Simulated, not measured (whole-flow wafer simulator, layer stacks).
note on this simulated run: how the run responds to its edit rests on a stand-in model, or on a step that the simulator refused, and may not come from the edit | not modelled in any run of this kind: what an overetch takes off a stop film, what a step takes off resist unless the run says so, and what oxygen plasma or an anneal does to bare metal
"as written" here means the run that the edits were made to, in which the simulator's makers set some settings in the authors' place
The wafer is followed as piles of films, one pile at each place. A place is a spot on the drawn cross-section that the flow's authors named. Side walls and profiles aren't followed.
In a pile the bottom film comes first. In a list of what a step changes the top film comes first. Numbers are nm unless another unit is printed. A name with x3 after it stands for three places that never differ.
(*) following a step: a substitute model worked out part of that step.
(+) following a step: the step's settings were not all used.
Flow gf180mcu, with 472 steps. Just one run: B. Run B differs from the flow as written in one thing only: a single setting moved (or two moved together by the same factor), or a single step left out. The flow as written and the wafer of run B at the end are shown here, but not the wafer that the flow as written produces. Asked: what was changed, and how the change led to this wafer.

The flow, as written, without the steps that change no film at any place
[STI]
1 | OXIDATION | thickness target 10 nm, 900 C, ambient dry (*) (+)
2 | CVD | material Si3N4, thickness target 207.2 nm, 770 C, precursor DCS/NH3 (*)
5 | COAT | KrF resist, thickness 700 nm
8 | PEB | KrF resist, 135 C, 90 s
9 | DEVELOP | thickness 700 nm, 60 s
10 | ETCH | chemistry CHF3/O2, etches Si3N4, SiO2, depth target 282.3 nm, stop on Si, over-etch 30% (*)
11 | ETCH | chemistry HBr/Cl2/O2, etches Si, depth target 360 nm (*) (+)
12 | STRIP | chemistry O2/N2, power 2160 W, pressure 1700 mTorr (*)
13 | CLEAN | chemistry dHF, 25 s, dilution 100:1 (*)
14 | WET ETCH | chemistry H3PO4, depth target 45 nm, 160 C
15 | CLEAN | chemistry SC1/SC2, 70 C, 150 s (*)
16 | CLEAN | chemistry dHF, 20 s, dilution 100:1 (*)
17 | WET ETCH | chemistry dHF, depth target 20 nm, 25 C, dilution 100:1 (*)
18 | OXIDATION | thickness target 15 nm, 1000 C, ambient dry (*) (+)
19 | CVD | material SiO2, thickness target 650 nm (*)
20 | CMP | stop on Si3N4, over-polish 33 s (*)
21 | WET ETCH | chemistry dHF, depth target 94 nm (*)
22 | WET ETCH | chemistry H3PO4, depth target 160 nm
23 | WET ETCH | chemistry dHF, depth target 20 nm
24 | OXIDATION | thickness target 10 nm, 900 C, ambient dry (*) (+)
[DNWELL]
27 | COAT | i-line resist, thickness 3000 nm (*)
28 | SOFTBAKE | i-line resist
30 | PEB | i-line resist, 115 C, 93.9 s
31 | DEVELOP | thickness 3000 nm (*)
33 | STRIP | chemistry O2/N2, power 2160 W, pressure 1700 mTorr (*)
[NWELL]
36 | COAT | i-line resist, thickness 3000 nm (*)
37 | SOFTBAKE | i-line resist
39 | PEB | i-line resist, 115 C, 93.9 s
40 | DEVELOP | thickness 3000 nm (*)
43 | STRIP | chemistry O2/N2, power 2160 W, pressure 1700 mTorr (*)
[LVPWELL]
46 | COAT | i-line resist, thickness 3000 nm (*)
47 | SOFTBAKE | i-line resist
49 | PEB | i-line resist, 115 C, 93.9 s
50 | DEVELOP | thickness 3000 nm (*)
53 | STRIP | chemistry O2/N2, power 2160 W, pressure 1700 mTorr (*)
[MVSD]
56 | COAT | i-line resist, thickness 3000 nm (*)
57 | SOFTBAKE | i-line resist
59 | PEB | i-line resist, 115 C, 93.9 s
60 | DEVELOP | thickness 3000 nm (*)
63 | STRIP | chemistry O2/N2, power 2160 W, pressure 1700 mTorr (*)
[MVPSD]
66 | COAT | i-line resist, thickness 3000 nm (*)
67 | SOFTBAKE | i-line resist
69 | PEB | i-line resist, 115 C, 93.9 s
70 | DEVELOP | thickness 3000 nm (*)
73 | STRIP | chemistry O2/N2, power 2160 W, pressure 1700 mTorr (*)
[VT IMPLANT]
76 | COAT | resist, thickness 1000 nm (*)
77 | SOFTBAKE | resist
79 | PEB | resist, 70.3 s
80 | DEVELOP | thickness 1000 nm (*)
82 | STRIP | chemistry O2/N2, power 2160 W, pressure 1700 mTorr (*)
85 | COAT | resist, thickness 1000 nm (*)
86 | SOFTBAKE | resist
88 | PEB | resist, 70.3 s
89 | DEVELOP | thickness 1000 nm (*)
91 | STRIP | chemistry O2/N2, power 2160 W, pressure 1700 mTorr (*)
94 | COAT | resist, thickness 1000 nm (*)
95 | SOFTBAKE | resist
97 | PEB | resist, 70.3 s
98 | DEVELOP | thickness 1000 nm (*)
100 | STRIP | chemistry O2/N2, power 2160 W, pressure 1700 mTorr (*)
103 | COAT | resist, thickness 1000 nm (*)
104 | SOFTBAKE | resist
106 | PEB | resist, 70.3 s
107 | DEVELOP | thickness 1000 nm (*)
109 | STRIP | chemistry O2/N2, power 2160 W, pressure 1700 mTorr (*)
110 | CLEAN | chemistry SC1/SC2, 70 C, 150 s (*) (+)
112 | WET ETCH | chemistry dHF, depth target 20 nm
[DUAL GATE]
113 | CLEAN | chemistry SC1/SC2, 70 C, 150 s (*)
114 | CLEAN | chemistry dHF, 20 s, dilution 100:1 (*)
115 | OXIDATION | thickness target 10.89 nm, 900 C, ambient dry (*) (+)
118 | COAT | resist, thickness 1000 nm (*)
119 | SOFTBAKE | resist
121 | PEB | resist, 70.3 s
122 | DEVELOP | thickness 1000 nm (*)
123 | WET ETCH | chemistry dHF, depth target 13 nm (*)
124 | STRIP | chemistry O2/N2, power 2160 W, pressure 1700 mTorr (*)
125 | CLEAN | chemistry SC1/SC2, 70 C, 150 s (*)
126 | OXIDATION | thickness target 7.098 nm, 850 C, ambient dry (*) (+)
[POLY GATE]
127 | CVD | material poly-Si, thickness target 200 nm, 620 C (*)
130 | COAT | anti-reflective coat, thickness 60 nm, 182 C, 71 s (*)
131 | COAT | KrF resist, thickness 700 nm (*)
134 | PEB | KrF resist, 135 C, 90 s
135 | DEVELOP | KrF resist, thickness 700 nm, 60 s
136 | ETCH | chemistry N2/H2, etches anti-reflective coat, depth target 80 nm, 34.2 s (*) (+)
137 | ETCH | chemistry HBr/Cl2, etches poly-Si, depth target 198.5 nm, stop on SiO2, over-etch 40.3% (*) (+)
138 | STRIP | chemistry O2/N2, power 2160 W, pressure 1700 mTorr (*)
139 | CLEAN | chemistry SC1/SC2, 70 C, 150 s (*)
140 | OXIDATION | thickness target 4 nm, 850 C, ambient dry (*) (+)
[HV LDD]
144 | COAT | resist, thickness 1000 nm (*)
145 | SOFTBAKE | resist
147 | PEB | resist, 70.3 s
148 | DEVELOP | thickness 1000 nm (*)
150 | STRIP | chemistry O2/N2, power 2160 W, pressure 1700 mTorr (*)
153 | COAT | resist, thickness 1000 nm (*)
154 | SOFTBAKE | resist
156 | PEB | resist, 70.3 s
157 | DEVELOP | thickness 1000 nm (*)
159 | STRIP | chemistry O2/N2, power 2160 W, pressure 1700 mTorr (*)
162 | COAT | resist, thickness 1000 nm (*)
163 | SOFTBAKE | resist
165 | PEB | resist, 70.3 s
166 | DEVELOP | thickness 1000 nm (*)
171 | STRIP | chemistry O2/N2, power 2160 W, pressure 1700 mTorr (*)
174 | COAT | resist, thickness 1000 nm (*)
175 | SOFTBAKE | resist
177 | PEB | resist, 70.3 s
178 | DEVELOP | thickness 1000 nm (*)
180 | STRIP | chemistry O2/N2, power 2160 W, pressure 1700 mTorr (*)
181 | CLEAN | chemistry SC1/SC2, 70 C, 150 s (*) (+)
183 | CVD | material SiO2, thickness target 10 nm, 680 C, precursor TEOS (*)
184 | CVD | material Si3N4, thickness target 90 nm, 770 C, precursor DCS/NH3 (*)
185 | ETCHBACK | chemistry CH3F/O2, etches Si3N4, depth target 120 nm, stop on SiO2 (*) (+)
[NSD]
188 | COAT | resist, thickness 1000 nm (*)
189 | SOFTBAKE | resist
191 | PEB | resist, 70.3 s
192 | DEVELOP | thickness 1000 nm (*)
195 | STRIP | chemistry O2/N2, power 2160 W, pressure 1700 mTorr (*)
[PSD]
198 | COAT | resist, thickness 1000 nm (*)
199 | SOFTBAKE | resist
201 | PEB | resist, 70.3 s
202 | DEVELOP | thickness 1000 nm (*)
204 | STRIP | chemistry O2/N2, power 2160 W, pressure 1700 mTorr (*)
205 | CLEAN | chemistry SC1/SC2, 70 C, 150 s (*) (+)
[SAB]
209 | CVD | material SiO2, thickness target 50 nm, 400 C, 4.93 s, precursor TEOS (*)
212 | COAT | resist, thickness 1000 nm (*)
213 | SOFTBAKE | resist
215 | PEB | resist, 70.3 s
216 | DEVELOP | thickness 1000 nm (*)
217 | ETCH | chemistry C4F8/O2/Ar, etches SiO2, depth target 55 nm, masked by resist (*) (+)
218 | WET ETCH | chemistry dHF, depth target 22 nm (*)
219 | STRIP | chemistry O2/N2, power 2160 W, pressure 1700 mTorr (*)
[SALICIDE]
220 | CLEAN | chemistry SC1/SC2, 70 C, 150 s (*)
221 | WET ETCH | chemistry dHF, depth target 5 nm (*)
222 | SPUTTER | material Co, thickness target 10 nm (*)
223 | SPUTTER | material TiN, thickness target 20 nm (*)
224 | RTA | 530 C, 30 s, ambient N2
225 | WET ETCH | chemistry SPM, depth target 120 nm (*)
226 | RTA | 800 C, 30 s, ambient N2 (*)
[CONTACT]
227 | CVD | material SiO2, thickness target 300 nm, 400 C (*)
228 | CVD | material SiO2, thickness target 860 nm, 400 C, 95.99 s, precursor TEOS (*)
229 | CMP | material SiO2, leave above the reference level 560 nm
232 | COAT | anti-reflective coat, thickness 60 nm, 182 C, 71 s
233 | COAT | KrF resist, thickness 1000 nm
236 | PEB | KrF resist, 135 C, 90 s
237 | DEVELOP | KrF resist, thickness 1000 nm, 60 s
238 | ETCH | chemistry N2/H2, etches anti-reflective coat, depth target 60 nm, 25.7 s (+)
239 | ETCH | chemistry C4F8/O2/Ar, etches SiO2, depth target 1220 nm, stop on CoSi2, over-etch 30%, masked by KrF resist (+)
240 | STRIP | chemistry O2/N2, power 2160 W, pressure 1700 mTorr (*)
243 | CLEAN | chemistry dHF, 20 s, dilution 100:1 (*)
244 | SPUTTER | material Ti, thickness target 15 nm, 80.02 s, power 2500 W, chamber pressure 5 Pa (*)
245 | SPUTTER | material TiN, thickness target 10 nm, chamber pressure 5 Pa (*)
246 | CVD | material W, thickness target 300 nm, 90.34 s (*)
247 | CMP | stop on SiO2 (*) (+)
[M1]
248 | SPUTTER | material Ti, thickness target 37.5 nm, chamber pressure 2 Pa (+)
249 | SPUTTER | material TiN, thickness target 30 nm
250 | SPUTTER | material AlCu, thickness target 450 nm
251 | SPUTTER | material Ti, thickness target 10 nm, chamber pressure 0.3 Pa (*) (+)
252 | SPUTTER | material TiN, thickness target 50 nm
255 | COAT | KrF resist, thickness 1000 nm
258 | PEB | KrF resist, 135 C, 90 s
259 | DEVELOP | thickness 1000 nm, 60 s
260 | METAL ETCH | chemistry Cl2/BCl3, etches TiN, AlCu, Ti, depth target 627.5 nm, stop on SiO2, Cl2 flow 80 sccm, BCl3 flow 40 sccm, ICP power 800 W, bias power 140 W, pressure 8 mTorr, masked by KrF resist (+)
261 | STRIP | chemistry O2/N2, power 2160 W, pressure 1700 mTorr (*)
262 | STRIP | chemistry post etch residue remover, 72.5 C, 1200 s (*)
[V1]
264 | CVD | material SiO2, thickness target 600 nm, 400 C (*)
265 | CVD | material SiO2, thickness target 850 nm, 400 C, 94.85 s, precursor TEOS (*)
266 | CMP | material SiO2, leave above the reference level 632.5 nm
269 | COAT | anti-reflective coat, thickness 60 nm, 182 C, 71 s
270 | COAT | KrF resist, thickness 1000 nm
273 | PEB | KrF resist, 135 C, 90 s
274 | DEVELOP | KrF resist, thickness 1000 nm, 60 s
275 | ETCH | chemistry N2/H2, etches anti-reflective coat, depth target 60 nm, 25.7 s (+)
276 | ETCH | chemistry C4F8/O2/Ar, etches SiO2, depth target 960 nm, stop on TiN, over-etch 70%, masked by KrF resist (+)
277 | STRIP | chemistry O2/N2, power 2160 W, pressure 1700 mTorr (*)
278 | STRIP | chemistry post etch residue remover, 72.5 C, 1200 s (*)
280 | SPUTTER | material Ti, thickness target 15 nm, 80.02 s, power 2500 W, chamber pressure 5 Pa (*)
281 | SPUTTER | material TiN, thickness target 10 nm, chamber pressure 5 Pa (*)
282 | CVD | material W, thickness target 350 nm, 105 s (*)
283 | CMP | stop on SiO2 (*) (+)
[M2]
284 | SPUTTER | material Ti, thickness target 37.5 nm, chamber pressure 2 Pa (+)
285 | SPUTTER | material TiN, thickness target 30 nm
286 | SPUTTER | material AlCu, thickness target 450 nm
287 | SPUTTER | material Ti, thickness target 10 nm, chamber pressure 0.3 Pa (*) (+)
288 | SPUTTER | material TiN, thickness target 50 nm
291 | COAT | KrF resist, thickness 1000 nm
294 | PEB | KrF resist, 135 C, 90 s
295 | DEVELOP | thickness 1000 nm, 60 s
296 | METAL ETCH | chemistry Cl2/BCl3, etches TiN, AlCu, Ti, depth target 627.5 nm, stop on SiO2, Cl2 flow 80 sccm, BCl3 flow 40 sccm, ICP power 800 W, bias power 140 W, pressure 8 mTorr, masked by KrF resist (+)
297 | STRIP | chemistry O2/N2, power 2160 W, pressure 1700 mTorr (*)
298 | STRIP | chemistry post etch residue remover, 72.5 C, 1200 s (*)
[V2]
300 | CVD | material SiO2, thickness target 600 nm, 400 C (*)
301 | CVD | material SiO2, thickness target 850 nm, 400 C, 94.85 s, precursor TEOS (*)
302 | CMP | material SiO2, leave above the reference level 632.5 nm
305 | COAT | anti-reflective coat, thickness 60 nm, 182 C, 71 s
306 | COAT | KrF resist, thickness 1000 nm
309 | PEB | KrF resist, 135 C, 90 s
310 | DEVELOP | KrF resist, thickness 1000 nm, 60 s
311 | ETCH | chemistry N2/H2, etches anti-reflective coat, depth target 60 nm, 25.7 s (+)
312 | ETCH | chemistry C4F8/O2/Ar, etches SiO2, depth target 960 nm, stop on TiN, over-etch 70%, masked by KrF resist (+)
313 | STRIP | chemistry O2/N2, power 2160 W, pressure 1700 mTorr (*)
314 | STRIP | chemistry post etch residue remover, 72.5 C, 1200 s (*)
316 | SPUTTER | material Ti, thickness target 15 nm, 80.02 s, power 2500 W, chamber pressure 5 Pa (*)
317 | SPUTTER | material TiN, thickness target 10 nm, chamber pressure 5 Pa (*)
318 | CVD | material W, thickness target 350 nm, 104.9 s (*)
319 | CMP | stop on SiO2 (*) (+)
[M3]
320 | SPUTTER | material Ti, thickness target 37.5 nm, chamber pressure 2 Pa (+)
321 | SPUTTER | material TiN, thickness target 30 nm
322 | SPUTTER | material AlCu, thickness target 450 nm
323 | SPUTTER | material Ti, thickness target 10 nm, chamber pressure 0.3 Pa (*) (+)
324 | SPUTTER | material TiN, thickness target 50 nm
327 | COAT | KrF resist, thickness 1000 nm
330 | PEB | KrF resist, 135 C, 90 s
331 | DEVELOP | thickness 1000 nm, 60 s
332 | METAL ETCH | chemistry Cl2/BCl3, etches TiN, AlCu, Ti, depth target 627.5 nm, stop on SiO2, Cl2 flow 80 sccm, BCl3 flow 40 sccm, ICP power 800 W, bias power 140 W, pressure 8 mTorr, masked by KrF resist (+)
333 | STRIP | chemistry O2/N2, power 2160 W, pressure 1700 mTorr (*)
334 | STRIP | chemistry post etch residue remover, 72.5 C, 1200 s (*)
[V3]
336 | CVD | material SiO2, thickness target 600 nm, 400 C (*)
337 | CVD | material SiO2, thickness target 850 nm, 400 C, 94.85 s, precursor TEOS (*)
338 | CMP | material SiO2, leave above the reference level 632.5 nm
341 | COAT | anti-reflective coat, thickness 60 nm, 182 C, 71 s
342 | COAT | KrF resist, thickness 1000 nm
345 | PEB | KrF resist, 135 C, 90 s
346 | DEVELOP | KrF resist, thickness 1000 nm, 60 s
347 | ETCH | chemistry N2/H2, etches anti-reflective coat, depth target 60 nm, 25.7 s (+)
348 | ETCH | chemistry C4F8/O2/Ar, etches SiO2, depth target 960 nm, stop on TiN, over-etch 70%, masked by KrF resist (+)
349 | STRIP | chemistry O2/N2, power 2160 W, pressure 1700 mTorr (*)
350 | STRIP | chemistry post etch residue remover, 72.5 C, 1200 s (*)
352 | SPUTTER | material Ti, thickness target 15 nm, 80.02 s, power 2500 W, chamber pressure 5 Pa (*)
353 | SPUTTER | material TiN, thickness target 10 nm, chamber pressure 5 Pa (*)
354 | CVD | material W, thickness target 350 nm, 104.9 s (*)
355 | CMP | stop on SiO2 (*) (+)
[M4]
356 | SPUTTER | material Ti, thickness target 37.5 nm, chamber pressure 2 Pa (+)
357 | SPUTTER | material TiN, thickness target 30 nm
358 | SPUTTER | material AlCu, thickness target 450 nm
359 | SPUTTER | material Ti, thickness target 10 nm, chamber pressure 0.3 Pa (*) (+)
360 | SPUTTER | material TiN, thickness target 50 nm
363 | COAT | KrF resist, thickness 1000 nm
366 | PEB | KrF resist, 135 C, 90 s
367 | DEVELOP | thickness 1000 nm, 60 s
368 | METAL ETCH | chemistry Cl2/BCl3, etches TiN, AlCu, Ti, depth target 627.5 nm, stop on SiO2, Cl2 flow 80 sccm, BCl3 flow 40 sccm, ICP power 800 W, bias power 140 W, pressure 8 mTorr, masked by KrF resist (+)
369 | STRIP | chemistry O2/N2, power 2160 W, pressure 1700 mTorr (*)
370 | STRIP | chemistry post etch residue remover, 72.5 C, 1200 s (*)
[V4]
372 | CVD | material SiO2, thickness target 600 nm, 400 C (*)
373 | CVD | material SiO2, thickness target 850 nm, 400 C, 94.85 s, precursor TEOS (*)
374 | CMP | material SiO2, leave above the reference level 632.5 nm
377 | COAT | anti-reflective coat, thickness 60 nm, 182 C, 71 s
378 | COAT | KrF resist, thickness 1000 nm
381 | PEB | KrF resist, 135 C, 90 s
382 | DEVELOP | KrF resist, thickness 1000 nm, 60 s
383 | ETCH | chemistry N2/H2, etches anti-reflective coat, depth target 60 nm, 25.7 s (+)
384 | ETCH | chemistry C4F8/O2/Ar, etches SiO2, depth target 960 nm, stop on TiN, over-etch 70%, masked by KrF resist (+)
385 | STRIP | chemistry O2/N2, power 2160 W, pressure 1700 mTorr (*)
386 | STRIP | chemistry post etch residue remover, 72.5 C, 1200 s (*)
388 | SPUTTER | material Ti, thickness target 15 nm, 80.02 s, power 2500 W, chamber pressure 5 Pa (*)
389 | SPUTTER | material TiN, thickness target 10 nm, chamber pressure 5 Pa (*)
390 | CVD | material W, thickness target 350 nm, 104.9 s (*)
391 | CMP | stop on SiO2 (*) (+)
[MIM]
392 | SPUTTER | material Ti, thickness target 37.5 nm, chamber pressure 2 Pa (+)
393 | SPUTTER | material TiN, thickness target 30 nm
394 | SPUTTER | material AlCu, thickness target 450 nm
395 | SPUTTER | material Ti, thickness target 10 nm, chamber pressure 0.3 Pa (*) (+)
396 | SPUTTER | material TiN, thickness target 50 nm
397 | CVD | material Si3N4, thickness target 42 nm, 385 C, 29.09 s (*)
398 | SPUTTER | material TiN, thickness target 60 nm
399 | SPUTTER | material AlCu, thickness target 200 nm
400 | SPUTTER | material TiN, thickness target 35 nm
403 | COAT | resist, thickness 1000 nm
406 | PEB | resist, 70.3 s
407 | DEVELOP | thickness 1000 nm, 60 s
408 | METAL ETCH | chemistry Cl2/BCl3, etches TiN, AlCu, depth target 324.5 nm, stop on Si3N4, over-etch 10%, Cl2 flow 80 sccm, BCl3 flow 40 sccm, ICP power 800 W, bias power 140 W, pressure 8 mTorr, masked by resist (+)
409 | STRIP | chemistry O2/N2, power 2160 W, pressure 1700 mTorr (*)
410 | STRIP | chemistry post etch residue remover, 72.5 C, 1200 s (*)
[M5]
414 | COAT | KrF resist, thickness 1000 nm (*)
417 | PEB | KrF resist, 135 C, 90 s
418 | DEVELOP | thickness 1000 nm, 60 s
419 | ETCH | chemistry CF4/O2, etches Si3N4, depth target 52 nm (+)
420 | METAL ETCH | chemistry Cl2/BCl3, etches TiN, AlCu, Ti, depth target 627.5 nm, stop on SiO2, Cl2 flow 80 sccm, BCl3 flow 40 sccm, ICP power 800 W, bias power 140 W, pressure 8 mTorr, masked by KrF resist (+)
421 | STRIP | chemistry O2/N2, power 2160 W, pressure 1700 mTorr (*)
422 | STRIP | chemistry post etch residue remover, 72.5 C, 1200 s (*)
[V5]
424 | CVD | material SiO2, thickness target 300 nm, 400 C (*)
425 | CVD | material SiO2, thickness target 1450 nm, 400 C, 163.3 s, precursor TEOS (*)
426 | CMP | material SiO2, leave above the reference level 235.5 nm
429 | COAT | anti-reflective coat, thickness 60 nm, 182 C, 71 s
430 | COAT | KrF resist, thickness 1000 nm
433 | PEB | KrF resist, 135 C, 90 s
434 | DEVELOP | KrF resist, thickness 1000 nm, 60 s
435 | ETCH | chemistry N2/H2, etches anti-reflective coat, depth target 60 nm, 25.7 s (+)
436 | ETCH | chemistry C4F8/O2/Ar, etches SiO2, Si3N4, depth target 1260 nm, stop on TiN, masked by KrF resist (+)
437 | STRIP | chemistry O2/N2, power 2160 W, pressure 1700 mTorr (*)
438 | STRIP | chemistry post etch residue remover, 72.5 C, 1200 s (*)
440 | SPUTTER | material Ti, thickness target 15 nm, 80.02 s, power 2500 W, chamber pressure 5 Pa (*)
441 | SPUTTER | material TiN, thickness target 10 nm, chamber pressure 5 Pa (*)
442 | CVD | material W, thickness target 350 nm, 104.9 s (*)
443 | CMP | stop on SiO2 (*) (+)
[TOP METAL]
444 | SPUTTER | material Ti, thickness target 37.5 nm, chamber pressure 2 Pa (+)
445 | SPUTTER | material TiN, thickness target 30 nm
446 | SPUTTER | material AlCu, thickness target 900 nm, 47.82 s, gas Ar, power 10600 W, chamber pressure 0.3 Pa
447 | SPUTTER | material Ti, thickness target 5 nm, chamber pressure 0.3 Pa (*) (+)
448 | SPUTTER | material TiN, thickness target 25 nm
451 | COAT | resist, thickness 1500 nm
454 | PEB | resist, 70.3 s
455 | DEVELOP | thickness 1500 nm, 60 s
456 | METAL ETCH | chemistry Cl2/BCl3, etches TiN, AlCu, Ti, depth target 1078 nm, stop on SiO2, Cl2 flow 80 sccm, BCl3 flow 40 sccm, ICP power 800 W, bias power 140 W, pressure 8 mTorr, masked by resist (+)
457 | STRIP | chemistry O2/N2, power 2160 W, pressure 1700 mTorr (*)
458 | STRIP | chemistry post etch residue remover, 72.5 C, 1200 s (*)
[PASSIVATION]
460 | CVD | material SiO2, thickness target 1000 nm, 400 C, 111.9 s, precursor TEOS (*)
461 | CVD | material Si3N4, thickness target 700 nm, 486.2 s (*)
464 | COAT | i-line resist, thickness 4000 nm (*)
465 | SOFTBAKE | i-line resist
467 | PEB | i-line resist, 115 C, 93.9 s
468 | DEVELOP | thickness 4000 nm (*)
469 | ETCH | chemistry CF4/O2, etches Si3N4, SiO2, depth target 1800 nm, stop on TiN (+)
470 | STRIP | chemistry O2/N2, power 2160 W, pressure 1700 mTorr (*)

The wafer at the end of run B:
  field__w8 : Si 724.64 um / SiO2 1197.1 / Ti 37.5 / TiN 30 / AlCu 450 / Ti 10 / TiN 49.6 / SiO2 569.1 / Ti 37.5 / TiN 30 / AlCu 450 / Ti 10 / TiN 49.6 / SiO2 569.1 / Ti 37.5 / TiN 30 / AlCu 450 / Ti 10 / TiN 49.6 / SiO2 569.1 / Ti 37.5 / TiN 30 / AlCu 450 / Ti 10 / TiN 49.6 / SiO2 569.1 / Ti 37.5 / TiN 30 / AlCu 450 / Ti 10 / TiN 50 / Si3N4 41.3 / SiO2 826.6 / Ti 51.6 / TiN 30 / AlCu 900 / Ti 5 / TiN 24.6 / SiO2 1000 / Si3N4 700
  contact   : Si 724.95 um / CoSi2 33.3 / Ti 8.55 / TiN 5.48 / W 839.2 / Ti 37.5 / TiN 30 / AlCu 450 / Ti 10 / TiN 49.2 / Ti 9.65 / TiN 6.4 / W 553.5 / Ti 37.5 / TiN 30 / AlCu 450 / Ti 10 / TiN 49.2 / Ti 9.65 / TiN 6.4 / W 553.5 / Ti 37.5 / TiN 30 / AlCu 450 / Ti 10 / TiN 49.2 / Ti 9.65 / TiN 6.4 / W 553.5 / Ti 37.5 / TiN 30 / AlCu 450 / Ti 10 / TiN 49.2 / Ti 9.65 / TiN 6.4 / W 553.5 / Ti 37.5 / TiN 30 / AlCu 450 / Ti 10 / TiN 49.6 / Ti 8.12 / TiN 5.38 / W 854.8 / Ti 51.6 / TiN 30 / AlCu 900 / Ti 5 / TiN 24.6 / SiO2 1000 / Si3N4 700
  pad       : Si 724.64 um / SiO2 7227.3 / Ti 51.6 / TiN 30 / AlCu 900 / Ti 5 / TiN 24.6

The reason: step 444, SPUTTER: thickness target 51.6 nm was run, whereas the flow has thickness target 37.5 nm.
The wafer lets one read it off: field__w8 has Ti 51.6, and step 444 as written asks for 37.5 nm.

How this came from the change, step by step:
  444 | SPUTTER | material Ti, thickness target 37.5 nm, chamber pressure 2 Pa (+)
      field, field__w1, field__w2 and 109 more: +51.6 Ti (new film) (as written it would have been: +37.5 Ti (new film))
  456 | METAL ETCH | chemistry Cl2/BCl3, etches TiN, AlCu, Ti, depth target 1078 nm, stop on SiO2, Cl2 flow 80 sccm, BCl3 flow 40 sccm, ICP power 800 W, bias power 140 W, pressure 8 mTorr, masked by resist (+)
      field, field__w1, field__w2 and 103 more: -25 TiN (all of it), -5 Ti (all of it), -900 AlCu (all of it), -30 TiN (all of it), -51.6 Ti (all of it) (as written it would have been: -25 TiN (all of it), -5 Ti (all of it), -900 AlCu (all of it), -30 TiN (all of it), -37.5 Ti (all of it))
  465 | SOFTBAKE | i-line resist
      gate: -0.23 i-line resist (as written it would have been: +1.79 i-line resist)
      ld_acc_p, ld_fp_p, ld_drift_p: +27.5 i-line resist (as written it would have been: +33.8 i-line resist)
      (also at 58 further places)
